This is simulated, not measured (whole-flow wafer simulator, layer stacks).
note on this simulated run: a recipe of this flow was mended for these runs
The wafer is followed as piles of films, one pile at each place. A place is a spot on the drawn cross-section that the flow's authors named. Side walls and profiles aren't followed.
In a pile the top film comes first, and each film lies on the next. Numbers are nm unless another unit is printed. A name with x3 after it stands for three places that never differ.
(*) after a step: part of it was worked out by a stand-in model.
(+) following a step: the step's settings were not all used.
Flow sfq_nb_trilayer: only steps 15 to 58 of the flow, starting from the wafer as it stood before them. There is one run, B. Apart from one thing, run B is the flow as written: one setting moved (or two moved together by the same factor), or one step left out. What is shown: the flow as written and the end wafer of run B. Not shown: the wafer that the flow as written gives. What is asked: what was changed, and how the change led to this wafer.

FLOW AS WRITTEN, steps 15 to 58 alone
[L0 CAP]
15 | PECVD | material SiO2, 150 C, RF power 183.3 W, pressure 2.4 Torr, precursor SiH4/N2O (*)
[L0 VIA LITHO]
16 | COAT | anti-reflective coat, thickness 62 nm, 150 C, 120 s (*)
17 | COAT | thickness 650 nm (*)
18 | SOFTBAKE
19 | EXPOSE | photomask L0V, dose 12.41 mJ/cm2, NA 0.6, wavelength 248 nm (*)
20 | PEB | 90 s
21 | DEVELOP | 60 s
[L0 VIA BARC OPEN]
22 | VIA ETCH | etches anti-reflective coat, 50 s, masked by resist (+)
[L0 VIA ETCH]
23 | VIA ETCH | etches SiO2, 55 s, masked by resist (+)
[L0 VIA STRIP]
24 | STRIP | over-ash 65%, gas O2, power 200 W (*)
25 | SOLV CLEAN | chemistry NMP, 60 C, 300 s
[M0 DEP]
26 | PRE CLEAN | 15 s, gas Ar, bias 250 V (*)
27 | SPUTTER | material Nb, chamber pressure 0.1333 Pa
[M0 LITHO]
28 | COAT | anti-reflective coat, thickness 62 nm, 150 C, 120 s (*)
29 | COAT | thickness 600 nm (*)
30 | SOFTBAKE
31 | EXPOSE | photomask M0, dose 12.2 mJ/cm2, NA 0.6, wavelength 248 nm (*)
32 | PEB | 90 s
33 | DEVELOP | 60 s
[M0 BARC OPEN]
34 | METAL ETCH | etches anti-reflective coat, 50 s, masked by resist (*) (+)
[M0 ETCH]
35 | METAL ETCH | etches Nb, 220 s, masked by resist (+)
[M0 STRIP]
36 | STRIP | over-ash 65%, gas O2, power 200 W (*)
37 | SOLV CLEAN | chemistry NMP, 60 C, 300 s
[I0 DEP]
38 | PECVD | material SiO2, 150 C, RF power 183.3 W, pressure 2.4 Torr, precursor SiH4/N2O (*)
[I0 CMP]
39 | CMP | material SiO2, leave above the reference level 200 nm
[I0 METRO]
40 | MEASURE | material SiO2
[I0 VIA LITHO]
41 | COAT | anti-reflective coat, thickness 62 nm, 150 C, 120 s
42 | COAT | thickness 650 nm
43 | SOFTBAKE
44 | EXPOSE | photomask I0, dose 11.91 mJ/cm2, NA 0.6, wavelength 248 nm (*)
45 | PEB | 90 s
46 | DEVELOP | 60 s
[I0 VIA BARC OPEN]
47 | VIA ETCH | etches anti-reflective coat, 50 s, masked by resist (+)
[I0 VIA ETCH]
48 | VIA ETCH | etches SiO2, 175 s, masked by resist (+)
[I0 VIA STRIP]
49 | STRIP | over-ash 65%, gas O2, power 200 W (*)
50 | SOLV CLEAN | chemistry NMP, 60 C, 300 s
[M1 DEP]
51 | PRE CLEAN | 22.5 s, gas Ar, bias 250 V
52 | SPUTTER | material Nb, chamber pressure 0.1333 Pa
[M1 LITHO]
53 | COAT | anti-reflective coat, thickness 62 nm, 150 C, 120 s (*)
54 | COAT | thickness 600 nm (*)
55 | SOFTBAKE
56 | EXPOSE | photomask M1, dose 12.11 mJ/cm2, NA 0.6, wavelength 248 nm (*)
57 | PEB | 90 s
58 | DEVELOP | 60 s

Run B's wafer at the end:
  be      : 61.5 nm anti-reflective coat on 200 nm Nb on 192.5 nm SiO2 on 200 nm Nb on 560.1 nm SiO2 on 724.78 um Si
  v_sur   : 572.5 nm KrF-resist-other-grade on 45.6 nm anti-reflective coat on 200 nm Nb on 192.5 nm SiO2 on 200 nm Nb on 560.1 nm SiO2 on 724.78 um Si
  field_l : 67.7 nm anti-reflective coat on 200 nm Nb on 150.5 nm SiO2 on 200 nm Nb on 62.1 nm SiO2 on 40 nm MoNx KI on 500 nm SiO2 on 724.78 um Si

The reason: step 15, PECVD: pressure 1.82 Torr was run, though the flow has pressure 2.4 Torr.

Step by step, how the change led to this:
  15 | PECVD | material SiO2, 150 C, RF power 183.3 W, pressure 2.4 Torr, precursor SiH4/N2O (*)
      v_sur, via_wl, via_w and 97 more: +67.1 SiO2 (in the flow as written it would be: +60 SiO2)
      field_l, l0_sur, l0v, l0r_line_l, l0r_line_c, l0r_line_r: +67.1 SiO2 (new film) (in the flow as written it would be: +60 SiO2 (new film))
  23 | VIA ETCH | etches SiO2, 55 s, masked by resist (+)
      l0v: -66.8 SiO2 (all of it), -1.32 MoNx KI (in the flow as written it would be: -59.7 SiO2 (all of it), -2.03 MoNx KI)
  28 | COAT | anti-reflective coat, thickness 62 nm, 150 C, 120 s (*)
      l0_sur: +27 anti-reflective coat (new film) (in the flow as written it would be: +29.3 anti-reflective coat (new film))
      l0v: +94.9 anti-reflective coat (new film) (in the flow as written it would be: +92.5 anti-reflective coat (new film))
  36 | STRIP | over-ash 65%, gas O2, power 200 W (*)
      l0_sur: -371 KrF-resist-other-grade (all of it), -27 anti-reflective coat (all of it) (in the flow as written it would be: -370 KrF-resist-other-grade (all of it), -29.3 anti-reflective coat (all of it))
      l0v: -377.8 KrF-resist-other-grade (all of it), -94.9 anti-reflective coat (all of it) (in the flow as written it would be: -374.1 KrF-resist-other-grade (all of it), -92.5 anti-reflective coat (all of it))
  39 | CMP | material SiO2, leave above the reference level 200 nm
      l0v: -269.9 SiO2 (in the flow as written it would be: -277.4 SiO2)
